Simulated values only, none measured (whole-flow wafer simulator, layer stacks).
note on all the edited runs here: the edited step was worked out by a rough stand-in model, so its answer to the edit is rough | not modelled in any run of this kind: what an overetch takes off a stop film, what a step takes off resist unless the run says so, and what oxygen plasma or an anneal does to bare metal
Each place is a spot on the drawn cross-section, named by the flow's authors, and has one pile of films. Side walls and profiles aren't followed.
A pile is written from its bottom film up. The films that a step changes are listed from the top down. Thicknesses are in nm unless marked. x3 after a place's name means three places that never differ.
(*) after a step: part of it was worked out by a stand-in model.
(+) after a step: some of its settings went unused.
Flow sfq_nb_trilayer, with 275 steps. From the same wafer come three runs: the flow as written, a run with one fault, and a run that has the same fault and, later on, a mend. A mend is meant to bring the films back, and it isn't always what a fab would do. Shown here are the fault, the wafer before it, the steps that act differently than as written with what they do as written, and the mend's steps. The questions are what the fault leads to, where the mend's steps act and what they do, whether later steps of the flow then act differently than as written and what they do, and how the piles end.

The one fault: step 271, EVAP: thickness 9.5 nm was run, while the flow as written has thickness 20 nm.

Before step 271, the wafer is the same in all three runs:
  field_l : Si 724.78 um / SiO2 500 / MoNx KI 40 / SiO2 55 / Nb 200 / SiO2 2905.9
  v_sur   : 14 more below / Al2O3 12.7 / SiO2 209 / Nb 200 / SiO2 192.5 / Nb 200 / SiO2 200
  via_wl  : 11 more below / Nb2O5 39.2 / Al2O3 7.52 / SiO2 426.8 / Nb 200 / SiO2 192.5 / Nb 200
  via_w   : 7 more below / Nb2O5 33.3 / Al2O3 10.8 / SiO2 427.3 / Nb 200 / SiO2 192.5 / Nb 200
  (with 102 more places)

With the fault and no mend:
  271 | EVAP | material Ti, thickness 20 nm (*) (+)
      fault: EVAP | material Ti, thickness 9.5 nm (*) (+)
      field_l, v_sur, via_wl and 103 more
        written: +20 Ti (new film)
        fault: +9.5 Ti (new film)
  Later steps of the flow acting differently than as written:
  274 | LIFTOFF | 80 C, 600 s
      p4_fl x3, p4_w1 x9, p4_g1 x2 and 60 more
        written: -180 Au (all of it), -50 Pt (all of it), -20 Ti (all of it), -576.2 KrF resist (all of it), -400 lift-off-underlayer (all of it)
        fault: -180 Au (all of it), -50 Pt (all of it), -9.5 Ti (all of it), -576.2 KrF resist (all of it), -400 lift-off-underlayer (all of it)
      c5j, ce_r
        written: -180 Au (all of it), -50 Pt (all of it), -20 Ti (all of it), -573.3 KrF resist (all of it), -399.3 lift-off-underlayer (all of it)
        fault: -180 Au (all of it), -50 Pt (all of it), -9.5 Ti (all of it), -573.3 KrF resist (all of it), -399.3 lift-off-underlayer (all of it)
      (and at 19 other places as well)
  At field_l, v_sur, via_wl and 8 more, the piles at the end differ from the flow's by more than 2% or 0.5 nm, whichever is larger.
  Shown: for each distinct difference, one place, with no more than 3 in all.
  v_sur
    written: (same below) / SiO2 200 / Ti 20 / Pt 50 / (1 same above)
    fault: (same below) / SiO2 200 / Ti 9.5 / Pt 50 / (1 same above)
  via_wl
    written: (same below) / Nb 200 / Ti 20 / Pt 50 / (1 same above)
    fault: (same below) / Nb 200 / Ti 9.5 / Pt 50 / (1 same above)
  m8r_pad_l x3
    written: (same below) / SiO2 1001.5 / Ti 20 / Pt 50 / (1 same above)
    fault: (same below) / SiO2 1001.5 / Ti 9.5 / Pt 50 / (1 same above)

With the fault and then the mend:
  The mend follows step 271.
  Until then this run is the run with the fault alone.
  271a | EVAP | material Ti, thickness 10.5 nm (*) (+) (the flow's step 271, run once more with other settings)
      field_l, v_sur, via_wl and 103 more
        +10.5 Ti
  Every later step of the flow that is run acts as written at every place that is followed.
  By the end, the piles equal the flow's at every place that both follow.
